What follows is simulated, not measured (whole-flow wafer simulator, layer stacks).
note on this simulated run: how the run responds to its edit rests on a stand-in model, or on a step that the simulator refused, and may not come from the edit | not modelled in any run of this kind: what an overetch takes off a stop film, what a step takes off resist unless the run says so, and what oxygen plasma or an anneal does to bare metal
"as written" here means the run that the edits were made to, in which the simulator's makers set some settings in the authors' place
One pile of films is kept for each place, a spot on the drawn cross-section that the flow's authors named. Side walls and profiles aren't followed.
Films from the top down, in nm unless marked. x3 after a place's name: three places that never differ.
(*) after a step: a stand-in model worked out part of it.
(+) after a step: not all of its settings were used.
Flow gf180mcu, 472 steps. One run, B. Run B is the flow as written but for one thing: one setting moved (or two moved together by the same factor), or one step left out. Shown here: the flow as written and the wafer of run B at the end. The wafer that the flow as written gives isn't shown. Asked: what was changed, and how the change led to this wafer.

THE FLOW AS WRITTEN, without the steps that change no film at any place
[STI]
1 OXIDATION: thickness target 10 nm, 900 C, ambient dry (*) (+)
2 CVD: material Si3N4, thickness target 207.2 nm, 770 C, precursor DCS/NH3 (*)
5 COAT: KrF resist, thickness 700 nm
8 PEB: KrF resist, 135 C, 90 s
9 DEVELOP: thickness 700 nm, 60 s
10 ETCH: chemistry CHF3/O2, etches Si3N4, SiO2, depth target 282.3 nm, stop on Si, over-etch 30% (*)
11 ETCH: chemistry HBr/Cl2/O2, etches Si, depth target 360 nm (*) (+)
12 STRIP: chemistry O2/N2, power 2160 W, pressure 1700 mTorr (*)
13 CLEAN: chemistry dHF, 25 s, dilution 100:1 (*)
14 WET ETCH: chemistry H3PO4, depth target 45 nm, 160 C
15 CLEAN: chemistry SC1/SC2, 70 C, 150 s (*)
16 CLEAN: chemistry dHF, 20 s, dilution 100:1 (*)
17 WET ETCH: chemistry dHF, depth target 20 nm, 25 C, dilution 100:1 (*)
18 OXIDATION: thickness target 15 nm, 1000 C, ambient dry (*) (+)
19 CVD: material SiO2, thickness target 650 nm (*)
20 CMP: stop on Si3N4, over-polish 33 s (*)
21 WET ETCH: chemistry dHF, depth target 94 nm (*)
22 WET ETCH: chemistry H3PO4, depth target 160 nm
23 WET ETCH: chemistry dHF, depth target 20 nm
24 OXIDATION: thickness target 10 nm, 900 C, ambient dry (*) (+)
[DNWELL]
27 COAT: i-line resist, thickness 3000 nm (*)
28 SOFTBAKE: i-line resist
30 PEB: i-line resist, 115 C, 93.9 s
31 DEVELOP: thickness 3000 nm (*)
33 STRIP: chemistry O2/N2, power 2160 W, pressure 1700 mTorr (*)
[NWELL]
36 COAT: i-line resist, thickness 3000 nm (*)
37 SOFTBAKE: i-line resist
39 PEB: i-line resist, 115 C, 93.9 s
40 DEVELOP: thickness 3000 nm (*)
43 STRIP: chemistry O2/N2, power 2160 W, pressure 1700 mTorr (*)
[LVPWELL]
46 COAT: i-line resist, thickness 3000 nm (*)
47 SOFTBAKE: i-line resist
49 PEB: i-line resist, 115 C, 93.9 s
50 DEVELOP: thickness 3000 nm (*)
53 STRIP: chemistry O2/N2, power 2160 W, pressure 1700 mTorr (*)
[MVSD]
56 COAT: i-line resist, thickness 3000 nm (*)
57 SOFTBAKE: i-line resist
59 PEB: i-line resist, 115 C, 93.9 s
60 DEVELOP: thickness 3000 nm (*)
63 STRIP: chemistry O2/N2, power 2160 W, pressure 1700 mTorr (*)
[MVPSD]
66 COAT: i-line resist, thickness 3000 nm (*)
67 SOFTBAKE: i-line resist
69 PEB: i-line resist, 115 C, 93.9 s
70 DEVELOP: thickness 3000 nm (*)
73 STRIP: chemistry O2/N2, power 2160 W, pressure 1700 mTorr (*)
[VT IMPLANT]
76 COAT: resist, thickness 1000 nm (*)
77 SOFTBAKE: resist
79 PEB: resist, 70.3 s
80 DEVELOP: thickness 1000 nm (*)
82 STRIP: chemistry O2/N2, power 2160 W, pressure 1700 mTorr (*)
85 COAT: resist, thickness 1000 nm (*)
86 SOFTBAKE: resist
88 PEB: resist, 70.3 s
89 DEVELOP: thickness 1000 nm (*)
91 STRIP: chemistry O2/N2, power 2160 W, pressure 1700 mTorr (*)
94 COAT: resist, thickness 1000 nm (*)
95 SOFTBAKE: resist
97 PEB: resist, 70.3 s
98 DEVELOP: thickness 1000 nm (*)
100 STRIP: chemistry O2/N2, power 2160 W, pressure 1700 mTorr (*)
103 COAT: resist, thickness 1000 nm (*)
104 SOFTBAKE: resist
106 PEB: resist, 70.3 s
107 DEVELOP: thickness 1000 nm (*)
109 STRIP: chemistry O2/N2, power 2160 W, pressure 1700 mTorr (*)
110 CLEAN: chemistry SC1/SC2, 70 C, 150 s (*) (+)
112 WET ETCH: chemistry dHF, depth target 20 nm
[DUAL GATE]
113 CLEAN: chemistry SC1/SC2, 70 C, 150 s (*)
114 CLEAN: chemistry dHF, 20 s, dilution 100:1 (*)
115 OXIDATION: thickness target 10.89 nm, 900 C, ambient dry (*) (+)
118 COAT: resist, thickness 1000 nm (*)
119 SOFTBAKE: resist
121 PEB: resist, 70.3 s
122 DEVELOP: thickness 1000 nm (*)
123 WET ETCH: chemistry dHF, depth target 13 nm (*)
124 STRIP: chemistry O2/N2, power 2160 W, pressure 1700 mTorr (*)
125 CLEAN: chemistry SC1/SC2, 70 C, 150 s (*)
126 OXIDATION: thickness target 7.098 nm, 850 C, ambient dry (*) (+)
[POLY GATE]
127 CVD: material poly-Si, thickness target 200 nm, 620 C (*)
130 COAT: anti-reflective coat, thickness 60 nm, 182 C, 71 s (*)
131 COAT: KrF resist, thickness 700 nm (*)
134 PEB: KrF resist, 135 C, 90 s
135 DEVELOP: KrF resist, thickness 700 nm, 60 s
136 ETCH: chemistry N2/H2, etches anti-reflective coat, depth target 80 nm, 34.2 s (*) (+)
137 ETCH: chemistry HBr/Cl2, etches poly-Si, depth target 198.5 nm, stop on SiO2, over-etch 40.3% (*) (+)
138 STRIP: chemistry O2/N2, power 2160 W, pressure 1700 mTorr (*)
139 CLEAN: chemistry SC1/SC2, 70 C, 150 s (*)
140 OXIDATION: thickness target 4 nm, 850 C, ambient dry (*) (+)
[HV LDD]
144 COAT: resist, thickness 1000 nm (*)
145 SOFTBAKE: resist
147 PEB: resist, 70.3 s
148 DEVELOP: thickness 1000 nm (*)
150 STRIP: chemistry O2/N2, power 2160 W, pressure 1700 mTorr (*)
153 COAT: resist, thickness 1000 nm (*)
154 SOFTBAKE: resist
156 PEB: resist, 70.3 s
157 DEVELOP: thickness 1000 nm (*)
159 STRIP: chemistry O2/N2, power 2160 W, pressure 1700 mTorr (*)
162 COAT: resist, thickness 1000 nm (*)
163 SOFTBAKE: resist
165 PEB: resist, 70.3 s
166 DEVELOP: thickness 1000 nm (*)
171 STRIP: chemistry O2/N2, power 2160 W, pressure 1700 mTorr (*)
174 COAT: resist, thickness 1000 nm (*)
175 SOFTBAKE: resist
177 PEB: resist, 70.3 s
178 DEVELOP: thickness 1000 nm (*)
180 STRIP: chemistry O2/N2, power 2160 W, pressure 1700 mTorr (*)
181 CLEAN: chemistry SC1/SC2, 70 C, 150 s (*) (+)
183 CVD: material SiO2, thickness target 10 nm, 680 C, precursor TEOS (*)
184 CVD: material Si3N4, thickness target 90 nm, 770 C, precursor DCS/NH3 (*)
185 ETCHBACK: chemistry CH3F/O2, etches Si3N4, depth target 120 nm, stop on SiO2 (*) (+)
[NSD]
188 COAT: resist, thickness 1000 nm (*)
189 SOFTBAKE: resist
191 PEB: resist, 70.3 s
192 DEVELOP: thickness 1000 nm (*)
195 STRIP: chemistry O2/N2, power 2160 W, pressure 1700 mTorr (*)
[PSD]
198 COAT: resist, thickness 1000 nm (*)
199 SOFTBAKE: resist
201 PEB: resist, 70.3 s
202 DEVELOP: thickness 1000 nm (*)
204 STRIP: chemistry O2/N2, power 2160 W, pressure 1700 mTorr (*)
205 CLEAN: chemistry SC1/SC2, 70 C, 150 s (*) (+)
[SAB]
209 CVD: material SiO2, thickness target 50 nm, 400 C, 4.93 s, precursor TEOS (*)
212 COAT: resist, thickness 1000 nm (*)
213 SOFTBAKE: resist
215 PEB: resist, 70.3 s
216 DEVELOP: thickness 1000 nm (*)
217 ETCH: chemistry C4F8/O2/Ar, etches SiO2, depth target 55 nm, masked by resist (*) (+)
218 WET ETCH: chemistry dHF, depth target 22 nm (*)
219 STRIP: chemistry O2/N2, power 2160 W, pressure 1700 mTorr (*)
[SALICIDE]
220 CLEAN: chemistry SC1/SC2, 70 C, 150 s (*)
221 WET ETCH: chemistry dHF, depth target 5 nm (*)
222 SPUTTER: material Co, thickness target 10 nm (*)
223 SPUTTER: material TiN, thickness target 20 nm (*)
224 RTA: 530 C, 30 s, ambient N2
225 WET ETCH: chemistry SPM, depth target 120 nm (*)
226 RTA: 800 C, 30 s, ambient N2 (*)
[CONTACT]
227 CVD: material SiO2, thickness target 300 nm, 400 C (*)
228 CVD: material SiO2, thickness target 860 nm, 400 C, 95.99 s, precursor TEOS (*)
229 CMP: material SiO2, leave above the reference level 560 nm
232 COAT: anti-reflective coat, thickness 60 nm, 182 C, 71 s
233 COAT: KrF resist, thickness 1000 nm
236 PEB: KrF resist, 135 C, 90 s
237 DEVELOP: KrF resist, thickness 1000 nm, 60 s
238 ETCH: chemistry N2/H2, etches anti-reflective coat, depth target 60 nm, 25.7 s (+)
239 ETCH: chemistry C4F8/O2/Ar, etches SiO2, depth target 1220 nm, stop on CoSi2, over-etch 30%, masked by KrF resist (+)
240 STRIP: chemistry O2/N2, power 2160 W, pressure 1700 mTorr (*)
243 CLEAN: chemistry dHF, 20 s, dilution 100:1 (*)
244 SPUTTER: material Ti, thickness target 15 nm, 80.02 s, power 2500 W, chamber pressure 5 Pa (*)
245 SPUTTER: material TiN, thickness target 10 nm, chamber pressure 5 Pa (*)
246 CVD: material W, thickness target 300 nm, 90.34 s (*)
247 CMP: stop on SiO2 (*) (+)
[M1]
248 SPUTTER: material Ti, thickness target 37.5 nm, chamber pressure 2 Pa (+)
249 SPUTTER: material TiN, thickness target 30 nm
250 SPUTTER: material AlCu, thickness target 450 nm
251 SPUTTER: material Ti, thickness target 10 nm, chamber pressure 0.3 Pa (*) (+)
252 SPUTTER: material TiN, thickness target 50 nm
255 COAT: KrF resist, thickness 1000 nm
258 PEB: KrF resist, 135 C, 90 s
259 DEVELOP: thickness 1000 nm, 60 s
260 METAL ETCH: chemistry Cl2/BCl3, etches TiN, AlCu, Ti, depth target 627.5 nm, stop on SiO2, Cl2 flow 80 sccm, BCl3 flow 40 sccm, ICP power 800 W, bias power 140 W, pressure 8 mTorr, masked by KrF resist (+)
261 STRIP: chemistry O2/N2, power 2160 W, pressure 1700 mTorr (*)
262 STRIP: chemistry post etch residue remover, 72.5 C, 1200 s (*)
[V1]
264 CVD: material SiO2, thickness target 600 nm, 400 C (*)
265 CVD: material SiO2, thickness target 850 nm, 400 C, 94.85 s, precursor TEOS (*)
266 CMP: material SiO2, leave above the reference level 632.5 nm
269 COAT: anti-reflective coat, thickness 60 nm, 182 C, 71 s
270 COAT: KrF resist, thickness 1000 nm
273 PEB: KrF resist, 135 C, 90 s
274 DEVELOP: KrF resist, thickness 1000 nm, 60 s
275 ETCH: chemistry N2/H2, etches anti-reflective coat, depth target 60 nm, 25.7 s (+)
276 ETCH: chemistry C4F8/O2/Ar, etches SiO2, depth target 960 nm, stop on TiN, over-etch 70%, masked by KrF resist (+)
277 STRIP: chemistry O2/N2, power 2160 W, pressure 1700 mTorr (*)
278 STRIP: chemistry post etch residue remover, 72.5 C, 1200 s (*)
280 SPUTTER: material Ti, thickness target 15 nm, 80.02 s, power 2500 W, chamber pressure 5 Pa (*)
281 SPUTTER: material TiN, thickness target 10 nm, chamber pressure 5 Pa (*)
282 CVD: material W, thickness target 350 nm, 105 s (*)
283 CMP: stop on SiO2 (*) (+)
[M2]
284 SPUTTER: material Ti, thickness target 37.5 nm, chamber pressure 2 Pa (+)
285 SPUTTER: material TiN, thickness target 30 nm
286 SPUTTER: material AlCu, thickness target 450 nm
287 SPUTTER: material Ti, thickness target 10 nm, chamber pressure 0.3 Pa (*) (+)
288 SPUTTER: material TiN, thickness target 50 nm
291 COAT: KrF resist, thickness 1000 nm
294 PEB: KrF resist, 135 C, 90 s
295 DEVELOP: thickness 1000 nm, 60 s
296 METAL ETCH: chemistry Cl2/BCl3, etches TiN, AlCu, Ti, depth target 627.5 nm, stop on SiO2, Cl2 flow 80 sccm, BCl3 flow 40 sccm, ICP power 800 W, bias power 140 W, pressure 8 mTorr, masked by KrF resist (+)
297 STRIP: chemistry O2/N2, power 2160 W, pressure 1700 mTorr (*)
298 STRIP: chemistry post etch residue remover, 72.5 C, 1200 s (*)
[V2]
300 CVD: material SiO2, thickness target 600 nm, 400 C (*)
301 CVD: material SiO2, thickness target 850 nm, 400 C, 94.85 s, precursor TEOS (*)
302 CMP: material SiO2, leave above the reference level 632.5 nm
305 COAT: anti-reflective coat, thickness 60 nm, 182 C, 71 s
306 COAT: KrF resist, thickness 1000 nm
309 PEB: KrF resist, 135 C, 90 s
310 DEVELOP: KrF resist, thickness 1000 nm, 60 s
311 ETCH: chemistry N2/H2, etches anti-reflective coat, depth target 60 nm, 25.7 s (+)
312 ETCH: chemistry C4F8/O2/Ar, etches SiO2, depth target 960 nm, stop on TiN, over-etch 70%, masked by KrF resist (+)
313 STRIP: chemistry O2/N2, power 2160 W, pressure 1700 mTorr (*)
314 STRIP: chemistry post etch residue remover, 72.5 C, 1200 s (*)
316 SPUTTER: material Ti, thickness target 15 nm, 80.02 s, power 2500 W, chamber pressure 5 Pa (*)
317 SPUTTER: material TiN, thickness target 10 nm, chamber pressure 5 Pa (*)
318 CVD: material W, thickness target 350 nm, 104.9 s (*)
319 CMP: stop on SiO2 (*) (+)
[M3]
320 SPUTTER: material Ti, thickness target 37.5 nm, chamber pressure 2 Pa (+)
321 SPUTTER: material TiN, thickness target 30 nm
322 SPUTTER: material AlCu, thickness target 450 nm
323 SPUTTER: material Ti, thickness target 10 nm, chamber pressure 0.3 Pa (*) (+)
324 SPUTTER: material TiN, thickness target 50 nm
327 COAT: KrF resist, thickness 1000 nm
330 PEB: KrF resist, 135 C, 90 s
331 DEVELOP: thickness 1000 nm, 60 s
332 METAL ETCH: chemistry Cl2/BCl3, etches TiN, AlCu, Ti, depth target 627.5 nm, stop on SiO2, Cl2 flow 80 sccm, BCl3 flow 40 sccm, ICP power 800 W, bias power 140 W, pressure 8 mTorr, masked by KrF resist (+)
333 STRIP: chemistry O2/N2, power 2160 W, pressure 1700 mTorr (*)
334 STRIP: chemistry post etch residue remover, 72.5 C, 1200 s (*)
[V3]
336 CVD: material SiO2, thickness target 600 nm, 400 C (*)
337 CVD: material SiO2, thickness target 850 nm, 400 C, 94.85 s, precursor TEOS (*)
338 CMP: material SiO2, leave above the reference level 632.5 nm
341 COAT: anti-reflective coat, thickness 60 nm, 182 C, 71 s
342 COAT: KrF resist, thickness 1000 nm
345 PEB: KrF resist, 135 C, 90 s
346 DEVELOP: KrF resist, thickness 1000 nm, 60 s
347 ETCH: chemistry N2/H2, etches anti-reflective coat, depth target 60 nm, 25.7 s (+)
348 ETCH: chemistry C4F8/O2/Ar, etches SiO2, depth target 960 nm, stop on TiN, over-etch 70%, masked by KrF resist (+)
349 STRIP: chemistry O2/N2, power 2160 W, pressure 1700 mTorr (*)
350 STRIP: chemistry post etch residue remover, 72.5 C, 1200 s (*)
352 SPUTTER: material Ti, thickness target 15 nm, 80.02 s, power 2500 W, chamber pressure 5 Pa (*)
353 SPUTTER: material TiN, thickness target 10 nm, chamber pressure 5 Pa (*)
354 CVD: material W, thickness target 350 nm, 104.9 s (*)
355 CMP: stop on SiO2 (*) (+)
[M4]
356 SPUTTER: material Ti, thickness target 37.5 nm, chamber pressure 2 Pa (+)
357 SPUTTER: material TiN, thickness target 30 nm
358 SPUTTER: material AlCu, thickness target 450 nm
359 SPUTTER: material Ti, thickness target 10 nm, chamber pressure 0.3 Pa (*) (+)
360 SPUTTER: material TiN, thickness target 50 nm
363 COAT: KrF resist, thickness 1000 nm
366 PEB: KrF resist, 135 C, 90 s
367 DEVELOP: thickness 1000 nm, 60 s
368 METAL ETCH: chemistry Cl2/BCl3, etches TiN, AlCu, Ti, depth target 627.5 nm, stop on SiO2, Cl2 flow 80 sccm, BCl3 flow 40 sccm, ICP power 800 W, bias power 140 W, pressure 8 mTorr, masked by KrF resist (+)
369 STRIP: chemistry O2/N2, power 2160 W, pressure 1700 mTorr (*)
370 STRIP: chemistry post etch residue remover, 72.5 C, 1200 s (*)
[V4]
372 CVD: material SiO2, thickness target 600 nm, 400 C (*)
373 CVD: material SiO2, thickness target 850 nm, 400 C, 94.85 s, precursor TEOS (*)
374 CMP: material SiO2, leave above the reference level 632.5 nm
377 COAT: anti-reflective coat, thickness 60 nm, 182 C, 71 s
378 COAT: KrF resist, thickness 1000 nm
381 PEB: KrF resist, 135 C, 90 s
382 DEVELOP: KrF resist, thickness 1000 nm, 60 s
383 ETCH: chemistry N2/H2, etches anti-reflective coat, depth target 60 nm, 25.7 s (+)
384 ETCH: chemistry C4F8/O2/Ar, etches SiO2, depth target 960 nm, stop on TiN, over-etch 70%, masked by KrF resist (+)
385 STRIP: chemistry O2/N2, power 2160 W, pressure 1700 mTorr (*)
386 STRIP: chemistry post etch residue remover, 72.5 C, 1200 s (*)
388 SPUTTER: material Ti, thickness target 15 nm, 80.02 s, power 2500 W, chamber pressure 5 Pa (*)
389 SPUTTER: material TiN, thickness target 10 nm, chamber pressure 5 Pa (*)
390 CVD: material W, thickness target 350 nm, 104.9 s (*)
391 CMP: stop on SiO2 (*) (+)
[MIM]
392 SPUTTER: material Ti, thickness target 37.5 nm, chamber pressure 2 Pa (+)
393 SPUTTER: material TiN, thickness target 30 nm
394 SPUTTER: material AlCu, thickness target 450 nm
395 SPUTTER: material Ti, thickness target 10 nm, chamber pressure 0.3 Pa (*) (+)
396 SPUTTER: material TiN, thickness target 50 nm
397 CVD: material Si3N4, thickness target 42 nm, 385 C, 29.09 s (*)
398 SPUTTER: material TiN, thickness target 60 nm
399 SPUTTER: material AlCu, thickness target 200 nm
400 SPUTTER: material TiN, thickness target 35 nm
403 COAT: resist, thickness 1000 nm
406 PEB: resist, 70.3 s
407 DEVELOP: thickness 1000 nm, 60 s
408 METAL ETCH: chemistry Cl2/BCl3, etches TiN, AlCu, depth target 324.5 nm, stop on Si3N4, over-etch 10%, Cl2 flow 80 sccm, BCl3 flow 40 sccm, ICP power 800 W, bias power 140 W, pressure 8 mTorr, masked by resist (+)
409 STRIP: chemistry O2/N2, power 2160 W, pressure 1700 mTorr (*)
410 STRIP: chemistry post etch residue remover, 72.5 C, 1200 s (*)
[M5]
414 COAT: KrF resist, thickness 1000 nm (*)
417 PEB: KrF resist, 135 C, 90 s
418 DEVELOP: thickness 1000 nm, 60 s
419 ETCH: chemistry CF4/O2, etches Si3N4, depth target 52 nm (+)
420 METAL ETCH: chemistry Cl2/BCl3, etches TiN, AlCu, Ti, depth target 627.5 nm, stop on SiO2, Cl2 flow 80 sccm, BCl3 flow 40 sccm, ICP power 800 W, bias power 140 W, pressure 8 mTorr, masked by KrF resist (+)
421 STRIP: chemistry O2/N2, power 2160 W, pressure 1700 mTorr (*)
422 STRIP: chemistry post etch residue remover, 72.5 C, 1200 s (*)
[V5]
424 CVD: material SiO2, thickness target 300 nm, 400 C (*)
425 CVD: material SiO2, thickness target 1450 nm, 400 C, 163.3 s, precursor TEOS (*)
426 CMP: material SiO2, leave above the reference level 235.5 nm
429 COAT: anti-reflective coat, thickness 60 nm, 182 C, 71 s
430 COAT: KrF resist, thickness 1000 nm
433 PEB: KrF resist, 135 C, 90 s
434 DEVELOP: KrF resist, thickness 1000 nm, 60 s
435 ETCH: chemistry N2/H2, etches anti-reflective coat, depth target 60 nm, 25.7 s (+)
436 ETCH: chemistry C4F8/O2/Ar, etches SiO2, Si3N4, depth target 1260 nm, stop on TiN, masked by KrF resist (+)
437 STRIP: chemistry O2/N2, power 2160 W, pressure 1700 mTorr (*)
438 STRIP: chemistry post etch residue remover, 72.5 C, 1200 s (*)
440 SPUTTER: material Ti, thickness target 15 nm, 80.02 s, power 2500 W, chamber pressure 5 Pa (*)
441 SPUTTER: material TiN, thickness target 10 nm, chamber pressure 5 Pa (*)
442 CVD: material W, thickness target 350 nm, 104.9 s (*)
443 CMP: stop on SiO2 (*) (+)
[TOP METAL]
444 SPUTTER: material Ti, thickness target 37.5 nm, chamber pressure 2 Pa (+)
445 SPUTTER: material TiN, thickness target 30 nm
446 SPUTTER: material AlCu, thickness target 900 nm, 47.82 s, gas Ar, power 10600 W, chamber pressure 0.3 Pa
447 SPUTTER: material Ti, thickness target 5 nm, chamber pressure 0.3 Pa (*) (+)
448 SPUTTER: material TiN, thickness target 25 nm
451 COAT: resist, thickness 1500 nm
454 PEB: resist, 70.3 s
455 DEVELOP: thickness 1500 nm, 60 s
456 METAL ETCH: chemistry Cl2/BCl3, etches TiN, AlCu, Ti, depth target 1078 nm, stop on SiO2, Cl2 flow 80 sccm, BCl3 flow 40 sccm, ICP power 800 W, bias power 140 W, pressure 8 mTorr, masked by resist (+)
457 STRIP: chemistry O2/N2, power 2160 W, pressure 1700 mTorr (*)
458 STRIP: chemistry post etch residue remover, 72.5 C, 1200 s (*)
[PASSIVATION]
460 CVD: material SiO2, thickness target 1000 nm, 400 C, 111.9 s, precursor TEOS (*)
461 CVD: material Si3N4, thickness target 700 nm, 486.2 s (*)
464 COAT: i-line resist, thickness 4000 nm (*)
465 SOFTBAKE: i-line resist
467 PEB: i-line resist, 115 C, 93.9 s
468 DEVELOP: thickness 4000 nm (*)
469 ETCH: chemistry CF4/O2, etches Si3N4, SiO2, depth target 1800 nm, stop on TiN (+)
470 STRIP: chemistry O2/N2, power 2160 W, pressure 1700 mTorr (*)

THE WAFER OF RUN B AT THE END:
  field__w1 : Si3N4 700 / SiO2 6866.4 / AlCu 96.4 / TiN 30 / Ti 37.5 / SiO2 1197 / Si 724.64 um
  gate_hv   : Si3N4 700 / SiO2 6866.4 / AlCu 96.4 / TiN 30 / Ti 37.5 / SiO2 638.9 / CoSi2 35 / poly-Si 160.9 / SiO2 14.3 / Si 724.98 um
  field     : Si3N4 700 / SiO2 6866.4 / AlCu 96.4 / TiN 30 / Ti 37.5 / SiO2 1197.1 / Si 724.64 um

The cause: step 260, METAL ETCH: depth target 407.9 nm was run, where the flow has depth target 627.5 nm.

How the change led to this, step by step:
  260 METAL ETCH: chemistry Cl2/BCl3, etches TiN, AlCu, Ti, depth target 627.5 nm, stop on SiO2, Cl2 flow 80 sccm, BCl3 flow 40 sccm, ICP power 800 W, bias power 140 W, pressure 8 mTorr, masked by KrF resist (+)
      field, field__w1, field__w2 and 99 more: TiN -50 (all of it), Ti -10 (all of it), AlCu -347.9 (as written it would be: TiN -50 (all of it), Ti -10 (all of it), AlCu -450 (all of it), TiN -30 (all of it), Ti -37.5 (all of it))
      field__w8, contact, m1 and 6 more: KrF resist -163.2 (as written it would be: KrF resist -251)
  261 STRIP: chemistry O2/N2, power 2160 W, pressure 1700 mTorr (*)
      field__w8, contact, m1 and 6 more: KrF resist -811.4 (all of it) (as written it would be: KrF resist -723.5 (all of it))
  262 STRIP: chemistry post etch residue remover, 72.5 C, 1200 s (*)
      field, field__w1, field__w2 and 99 more: AlCu -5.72 (as written it would be: nothing)
  264 CVD: material SiO2, thickness target 600 nm, 400 C (*)
      field, field__w1, field__w2 and 99 more: SiO2 +600 (new film) (as written it would be: SiO2 +600)
  266 CMP: material SiO2, leave above the reference level 632.5 nm
      field, field__w1, field__w2 and 99 more: SiO2 -463.9 (as written it would be: SiO2 -300)
Counting metal films that touch as one body, field__w1 has 1 body; the flow as written gives 0 bodies.
Counting metal films that touch as one body, gate_hv has 2 bodies (between them, from the top down: SiO2 638.9); the flow as written gives 1 body.
Counting metal films that touch as one body, field has 1 body; the flow as written gives 0 bodies.
